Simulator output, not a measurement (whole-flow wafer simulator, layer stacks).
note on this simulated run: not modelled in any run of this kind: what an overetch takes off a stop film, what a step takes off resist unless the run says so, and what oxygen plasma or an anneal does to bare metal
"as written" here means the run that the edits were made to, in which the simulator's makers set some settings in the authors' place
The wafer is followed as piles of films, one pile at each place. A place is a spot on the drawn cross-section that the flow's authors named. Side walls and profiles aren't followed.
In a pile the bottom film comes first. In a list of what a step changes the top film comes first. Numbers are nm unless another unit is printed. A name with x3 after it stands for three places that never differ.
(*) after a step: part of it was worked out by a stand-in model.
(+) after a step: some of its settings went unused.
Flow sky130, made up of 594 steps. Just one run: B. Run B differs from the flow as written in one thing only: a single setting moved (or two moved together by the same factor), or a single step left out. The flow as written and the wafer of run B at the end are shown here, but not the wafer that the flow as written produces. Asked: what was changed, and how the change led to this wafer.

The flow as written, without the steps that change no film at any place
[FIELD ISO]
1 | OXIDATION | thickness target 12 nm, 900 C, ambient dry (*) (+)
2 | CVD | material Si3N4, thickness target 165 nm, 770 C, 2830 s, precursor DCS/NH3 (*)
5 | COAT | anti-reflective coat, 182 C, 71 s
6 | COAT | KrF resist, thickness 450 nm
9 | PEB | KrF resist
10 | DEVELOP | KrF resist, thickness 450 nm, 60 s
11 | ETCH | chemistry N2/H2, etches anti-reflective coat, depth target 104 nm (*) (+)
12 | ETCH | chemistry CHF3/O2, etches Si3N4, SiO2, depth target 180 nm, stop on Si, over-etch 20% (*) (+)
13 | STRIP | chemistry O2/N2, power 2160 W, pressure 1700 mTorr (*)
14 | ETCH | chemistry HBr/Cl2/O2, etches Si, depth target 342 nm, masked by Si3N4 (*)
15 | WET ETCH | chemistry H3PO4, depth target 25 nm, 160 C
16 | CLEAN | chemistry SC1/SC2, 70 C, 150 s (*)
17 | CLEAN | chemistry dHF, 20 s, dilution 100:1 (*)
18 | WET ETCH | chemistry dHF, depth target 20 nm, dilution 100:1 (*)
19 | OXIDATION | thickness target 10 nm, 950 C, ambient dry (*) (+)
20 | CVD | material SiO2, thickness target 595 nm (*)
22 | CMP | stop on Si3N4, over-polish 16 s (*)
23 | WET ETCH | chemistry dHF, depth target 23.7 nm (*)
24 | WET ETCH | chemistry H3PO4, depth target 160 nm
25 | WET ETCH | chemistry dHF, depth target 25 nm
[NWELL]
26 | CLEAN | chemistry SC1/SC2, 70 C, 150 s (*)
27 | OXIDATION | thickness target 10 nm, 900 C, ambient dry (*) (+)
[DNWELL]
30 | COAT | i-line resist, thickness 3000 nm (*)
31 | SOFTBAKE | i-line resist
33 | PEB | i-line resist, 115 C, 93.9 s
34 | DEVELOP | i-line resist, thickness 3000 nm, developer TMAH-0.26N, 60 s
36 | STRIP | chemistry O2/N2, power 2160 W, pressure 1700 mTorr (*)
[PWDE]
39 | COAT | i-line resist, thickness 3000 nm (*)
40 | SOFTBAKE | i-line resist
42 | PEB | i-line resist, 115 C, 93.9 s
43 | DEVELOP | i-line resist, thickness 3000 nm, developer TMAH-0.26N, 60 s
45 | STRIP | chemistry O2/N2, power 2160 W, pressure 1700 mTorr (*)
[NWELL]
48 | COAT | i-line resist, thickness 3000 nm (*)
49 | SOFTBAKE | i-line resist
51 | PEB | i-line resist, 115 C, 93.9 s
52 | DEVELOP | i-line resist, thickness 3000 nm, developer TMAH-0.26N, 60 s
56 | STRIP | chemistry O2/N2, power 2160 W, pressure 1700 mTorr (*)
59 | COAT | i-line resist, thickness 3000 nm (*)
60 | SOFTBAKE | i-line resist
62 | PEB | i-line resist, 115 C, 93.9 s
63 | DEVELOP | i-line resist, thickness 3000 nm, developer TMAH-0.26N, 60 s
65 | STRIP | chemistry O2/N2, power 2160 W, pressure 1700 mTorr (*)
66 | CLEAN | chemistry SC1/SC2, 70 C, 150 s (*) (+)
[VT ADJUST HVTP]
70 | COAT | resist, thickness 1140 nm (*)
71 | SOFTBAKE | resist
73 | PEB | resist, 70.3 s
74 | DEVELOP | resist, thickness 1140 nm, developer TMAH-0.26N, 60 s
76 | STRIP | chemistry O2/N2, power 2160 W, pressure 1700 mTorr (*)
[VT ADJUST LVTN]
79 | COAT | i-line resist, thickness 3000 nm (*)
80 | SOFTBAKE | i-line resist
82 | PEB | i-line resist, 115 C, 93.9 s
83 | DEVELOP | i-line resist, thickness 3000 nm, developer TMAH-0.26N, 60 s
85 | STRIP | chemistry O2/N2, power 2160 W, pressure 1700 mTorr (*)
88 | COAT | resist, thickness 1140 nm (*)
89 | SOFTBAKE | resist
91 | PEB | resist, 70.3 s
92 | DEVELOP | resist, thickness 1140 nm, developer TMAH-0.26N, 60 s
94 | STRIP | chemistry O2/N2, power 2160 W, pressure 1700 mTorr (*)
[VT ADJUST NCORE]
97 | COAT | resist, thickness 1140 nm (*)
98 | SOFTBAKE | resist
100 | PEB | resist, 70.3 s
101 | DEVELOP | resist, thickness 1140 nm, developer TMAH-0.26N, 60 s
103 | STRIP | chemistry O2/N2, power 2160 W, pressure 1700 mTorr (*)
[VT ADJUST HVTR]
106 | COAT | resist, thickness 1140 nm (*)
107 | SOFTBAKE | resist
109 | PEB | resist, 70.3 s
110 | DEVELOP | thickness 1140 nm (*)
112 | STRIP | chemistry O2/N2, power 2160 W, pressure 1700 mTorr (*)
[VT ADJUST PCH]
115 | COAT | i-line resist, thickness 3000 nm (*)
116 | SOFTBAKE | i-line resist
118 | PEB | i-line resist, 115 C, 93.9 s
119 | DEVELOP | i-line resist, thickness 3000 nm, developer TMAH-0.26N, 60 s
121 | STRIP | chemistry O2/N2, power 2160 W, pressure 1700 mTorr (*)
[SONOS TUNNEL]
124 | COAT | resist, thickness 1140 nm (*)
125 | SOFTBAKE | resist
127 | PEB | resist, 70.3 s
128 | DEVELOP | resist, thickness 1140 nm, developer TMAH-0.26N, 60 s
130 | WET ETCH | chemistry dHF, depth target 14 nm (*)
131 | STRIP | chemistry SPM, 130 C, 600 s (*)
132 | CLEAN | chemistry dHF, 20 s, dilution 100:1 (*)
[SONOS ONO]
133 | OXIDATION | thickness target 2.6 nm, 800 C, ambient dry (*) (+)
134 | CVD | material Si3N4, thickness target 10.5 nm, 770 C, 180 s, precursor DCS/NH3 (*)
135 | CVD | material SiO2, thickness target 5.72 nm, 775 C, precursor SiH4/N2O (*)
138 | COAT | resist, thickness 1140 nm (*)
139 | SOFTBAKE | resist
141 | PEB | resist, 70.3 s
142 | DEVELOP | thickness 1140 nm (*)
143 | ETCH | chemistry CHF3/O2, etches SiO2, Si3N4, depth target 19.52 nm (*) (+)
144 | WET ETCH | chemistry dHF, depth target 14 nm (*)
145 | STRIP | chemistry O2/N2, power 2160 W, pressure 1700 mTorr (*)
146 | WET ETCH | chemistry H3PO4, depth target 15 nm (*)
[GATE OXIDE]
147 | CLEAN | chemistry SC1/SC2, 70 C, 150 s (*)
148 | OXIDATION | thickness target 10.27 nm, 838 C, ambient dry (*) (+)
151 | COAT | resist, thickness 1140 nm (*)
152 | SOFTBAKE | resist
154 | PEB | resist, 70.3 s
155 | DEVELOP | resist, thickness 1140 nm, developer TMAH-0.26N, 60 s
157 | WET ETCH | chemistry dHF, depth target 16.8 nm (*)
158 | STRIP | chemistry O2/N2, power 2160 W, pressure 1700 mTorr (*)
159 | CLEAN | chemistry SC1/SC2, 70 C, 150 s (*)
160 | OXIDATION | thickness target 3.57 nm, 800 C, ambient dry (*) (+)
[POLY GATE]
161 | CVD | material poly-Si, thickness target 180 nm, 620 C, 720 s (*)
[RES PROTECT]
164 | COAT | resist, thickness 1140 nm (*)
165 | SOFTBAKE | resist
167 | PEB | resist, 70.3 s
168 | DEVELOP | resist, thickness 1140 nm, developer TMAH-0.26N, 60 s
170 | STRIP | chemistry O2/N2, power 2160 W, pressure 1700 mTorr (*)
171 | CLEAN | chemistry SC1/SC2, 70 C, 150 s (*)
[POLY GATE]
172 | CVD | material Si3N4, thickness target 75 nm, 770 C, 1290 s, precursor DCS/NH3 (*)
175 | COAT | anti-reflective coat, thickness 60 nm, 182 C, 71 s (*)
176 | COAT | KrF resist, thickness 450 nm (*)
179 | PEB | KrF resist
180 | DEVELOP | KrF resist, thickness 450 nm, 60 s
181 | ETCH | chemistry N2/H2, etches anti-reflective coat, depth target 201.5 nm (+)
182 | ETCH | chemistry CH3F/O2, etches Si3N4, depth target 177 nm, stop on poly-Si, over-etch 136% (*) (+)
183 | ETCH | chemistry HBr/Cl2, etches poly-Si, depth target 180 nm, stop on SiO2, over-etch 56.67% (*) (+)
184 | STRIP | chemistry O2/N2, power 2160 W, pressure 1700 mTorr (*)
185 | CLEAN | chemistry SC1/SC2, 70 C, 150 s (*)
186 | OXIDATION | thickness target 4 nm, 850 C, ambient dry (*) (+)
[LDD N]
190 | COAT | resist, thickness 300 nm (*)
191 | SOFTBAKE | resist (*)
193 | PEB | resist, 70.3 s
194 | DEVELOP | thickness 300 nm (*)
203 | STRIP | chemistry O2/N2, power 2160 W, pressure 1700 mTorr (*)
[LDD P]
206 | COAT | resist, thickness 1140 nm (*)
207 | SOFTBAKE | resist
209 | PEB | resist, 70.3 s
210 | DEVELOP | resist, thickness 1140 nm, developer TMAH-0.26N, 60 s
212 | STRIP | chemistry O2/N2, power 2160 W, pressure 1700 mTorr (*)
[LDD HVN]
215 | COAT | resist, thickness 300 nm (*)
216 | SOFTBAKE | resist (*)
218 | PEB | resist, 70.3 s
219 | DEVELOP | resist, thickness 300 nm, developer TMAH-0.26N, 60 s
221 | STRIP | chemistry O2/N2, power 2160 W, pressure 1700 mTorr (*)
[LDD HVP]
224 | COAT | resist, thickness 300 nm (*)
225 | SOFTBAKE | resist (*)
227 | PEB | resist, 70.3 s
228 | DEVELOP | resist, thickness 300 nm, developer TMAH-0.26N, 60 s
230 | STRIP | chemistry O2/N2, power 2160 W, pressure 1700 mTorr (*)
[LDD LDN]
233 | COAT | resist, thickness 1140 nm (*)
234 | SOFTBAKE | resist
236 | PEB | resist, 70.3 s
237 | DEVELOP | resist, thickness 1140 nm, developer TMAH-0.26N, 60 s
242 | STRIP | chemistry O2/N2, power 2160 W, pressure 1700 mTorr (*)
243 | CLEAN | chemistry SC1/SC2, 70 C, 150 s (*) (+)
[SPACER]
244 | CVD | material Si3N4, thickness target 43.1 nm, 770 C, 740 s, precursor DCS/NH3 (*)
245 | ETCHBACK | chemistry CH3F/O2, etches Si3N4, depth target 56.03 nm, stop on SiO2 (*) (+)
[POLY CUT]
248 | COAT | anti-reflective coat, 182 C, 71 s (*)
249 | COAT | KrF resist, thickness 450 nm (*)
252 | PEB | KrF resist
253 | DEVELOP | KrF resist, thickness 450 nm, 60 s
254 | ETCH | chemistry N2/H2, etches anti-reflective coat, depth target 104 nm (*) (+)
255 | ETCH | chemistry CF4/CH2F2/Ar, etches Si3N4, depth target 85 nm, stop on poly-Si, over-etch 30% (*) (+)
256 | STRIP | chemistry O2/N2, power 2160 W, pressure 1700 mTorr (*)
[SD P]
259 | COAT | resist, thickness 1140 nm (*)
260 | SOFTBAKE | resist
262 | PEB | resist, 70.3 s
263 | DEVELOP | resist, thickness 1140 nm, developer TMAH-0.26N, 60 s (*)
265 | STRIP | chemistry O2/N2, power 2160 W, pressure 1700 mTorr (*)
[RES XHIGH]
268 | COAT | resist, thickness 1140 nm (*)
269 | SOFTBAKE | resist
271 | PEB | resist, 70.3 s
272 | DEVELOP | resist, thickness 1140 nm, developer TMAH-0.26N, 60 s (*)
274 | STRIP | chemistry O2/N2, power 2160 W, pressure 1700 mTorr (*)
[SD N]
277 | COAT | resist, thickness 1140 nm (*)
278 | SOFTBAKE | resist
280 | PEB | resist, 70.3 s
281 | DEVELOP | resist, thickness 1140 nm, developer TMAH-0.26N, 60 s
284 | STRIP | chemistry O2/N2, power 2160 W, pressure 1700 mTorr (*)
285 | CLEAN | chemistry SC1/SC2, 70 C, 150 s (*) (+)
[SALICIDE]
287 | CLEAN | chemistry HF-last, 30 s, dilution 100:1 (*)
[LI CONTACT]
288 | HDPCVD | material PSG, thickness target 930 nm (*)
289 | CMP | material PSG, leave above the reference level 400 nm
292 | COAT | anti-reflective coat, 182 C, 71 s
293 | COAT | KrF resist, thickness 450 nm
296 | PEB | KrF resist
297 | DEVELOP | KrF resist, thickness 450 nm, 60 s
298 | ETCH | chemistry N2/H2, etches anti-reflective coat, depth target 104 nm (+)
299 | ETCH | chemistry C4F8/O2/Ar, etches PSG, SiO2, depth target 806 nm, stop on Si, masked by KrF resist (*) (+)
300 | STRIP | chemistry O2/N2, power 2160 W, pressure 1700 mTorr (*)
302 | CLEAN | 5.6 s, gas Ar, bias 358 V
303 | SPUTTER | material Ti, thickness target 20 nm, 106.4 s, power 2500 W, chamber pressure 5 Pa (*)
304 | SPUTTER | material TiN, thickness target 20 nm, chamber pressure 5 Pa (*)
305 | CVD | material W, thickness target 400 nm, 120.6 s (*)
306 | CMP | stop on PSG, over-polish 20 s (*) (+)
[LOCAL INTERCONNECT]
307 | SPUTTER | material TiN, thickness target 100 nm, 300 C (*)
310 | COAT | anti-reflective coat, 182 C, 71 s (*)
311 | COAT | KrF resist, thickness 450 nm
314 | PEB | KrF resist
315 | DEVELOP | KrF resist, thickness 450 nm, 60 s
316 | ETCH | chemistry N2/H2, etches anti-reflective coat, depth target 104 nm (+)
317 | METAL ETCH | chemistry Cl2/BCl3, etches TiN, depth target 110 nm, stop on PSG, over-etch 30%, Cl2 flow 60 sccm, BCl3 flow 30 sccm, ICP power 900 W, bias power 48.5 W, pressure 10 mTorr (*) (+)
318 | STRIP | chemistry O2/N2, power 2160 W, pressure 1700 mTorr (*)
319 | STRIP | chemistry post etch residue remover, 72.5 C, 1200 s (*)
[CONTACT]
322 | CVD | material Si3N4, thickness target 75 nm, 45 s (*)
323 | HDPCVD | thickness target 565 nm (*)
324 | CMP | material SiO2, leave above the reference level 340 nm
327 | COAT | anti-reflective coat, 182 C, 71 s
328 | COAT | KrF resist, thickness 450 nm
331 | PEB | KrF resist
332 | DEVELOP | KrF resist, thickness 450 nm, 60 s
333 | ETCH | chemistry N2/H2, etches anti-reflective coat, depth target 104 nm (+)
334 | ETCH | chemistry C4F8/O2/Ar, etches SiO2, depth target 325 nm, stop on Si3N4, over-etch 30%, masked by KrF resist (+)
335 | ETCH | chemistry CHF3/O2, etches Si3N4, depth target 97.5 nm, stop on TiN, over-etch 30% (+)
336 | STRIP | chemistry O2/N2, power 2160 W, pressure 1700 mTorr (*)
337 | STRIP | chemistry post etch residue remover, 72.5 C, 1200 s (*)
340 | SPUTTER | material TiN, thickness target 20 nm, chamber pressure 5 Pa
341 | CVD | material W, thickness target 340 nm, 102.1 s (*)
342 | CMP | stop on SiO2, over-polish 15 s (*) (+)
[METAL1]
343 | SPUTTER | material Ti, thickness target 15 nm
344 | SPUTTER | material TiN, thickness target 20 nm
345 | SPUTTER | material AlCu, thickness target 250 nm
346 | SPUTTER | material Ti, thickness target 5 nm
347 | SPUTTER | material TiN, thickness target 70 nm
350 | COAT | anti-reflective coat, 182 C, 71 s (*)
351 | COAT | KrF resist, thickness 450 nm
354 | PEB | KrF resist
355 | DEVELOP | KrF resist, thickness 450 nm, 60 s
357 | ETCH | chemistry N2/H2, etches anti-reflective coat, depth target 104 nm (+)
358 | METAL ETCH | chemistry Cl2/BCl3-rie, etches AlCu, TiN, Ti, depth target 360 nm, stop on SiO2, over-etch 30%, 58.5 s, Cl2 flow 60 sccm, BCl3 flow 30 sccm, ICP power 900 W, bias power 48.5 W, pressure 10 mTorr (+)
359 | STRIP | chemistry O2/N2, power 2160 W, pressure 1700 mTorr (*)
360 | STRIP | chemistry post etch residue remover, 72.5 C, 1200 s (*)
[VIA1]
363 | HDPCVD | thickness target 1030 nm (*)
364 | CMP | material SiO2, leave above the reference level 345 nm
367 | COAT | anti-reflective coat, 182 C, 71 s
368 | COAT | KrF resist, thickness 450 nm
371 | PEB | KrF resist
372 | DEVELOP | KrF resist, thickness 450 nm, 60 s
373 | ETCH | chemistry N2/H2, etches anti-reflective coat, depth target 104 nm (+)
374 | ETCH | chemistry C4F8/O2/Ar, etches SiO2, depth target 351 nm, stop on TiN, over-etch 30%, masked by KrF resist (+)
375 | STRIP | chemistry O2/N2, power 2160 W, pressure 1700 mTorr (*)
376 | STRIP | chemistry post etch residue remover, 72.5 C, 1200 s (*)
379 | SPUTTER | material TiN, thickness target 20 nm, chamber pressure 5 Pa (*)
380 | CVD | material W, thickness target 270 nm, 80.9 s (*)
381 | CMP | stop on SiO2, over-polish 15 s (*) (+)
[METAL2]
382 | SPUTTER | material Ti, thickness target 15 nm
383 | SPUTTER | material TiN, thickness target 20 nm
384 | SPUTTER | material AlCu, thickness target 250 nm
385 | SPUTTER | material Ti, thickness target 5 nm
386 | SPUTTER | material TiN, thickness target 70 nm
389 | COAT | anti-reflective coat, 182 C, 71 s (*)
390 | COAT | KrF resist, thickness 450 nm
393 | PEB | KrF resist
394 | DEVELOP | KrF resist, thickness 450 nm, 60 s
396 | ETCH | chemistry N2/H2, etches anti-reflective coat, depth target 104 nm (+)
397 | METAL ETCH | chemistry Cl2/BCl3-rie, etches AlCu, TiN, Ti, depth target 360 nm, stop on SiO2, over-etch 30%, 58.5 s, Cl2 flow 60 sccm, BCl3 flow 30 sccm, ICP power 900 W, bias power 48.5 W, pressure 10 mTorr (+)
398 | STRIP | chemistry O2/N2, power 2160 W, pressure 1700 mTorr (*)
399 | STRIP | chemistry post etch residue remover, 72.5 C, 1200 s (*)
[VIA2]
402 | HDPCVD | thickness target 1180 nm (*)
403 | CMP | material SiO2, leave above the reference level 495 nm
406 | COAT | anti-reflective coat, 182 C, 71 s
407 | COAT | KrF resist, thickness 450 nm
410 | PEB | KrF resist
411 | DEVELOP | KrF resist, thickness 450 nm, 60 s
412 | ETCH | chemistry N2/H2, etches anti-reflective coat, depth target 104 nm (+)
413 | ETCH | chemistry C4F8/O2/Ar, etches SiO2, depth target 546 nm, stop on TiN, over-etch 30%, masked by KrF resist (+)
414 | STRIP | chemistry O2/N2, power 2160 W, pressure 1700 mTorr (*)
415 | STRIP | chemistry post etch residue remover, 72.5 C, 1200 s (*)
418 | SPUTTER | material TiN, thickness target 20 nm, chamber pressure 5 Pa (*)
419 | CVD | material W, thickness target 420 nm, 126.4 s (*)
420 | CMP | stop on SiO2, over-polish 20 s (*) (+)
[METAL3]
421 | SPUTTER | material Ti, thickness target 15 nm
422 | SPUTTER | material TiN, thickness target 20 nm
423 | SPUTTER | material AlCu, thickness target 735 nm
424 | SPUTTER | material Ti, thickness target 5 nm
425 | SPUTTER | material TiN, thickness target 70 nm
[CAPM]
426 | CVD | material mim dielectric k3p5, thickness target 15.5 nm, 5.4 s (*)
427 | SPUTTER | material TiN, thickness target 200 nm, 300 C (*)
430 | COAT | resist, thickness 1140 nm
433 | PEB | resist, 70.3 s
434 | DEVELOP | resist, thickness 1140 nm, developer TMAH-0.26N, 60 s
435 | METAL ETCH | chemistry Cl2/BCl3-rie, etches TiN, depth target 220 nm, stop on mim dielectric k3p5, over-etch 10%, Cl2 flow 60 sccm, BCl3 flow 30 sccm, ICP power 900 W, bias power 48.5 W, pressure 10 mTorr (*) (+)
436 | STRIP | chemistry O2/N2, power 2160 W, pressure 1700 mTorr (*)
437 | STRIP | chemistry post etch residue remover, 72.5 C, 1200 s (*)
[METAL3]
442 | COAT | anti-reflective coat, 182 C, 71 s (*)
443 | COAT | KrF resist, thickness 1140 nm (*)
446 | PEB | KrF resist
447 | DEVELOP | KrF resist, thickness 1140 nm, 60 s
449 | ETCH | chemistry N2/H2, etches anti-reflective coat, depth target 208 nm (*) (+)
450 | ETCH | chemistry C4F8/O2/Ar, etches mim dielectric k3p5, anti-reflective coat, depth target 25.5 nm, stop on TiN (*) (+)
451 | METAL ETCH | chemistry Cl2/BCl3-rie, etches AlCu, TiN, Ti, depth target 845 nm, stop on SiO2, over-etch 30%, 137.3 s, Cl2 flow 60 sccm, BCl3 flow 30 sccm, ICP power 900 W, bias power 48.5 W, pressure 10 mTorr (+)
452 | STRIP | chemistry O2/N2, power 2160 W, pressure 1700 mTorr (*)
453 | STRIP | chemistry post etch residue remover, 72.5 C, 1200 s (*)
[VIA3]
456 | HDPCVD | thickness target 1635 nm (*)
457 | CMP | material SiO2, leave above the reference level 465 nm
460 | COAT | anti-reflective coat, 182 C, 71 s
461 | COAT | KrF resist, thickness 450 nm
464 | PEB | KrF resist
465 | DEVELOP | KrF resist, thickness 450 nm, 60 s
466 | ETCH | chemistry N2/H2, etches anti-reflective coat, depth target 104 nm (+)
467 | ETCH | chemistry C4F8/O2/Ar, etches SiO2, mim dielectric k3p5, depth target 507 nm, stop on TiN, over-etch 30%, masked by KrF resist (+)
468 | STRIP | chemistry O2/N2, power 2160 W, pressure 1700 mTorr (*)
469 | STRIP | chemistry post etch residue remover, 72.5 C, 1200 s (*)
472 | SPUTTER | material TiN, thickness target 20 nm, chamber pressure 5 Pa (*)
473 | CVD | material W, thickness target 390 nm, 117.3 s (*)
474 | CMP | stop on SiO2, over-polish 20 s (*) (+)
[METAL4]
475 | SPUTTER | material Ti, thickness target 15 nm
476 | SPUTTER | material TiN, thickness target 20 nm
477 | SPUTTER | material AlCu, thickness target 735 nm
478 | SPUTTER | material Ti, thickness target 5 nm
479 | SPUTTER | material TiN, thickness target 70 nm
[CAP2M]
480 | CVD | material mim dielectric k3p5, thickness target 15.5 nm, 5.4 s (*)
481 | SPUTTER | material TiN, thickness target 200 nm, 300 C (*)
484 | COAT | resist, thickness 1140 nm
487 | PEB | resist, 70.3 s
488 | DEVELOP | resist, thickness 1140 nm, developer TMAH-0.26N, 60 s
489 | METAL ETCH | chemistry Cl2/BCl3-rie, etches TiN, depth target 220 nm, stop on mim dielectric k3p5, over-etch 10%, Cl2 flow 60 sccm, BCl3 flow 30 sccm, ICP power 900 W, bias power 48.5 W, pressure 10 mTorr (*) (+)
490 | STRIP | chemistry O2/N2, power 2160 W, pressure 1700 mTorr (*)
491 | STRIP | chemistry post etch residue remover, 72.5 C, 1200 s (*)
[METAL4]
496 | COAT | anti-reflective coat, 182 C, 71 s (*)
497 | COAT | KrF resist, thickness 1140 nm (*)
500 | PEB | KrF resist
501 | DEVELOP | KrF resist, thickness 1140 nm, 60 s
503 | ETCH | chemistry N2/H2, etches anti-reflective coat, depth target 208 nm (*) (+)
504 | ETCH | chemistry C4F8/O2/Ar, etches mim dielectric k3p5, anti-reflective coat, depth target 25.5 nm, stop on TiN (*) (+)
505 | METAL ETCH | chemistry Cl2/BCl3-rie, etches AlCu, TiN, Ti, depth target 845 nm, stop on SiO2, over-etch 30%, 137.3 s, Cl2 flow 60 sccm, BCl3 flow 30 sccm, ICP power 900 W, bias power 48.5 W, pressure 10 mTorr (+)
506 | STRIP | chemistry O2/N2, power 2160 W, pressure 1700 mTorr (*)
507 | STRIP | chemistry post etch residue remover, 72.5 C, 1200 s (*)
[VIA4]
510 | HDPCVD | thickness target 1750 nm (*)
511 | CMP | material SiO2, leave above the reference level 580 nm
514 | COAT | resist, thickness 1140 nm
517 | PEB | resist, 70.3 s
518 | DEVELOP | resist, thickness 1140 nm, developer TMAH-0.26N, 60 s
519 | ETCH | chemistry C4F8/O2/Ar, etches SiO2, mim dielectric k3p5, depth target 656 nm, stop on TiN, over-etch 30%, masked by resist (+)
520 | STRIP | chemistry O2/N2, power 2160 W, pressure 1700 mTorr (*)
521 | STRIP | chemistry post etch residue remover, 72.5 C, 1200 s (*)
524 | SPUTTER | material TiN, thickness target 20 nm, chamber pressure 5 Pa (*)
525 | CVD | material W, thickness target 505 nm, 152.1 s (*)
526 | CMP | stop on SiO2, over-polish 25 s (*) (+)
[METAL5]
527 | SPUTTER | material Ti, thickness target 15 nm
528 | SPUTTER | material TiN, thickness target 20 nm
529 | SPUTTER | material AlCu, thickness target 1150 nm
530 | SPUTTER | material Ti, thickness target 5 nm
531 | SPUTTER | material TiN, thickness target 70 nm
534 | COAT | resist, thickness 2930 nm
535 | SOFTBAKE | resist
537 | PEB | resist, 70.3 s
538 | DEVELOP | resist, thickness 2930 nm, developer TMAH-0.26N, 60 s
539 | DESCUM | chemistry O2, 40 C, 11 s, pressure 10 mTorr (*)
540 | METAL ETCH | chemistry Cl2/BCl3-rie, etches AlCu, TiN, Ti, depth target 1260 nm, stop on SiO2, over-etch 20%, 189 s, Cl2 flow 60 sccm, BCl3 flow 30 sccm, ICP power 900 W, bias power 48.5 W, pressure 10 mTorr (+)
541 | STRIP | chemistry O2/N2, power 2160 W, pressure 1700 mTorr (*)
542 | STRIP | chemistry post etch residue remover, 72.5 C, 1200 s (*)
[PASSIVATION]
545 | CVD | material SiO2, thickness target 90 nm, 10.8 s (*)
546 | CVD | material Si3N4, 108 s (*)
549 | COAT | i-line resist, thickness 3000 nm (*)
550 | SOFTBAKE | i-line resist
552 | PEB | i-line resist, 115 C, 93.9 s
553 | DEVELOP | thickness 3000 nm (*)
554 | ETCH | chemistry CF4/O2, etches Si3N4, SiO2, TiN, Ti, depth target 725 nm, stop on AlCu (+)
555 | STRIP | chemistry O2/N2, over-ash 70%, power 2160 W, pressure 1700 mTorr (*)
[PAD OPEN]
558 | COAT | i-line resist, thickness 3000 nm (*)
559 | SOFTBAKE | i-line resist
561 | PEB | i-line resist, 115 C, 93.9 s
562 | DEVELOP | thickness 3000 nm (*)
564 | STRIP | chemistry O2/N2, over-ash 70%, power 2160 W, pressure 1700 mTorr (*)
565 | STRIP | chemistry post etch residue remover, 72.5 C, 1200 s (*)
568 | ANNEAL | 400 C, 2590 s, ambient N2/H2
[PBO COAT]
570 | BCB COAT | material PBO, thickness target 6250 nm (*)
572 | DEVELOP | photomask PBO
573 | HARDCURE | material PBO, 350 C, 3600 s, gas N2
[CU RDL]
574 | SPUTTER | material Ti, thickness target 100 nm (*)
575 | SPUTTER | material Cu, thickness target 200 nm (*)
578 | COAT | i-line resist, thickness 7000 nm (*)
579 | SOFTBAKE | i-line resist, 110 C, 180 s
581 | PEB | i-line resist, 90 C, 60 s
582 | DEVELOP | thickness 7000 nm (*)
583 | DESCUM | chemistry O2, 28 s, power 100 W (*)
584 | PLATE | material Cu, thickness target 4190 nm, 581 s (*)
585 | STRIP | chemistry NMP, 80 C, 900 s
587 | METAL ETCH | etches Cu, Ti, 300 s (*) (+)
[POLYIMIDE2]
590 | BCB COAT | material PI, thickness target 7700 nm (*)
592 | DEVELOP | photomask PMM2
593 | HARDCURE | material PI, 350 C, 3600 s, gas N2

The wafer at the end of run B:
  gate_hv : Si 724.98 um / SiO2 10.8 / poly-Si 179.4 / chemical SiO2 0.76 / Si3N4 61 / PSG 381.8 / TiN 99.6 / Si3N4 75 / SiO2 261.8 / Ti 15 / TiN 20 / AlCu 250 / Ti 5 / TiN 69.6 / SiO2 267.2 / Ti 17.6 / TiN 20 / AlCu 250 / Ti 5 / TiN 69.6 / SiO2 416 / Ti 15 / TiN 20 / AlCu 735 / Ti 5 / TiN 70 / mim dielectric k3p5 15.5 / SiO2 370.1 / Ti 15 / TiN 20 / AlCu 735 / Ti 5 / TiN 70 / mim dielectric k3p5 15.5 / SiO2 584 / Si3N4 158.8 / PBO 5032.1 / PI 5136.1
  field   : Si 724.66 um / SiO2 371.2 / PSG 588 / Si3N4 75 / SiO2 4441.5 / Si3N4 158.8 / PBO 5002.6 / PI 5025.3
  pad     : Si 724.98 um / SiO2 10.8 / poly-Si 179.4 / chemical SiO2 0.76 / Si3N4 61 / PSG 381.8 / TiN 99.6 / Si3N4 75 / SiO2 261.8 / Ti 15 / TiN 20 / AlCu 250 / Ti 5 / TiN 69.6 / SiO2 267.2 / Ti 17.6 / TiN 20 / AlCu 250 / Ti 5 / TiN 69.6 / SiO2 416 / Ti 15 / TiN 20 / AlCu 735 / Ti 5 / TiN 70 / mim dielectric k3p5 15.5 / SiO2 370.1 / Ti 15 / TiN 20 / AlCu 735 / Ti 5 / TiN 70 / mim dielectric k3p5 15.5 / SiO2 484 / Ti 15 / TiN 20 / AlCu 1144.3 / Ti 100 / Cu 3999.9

Cause: step 382, SPUTTER: thickness target 17.6 nm was run, while the flow as written has thickness target 15 nm.
The wafer lets one read it off: gate_hv has Ti 17.6, and step 382 as written asks for 15 nm.

The path from the change to this, step by step:
  382 | SPUTTER | material Ti, thickness target 15 nm
      field, active, n_well and 188 more: Ti gains 17.6 (new film) (in the flow as written it would be: Ti gains 15 (new film))
  397 | METAL ETCH | chemistry Cl2/BCl3-rie, etches AlCu, TiN, Ti, depth target 360 nm, stop on SiO2, over-etch 30%, 58.5 s, Cl2 flow 60 sccm, BCl3 flow 30 sccm, ICP power 900 W, bias power 48.5 W, pressure 10 mTorr (+)
      field, active, gate and 82 more: TiN loses 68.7 (all of it), Ti loses 5 (all of it), AlCu loses 250 (all of it), TiN loses 20 (all of it), Ti loses 17.6 (all of it), SiO2 loses 10.7 (in the flow as written it would be: TiN loses 68.7 (all of it), Ti loses 5 (all of it), AlCu loses 250 (all of it), TiN loses 20 (all of it), Ti loses 15 (all of it), SiO2 loses 10.9)
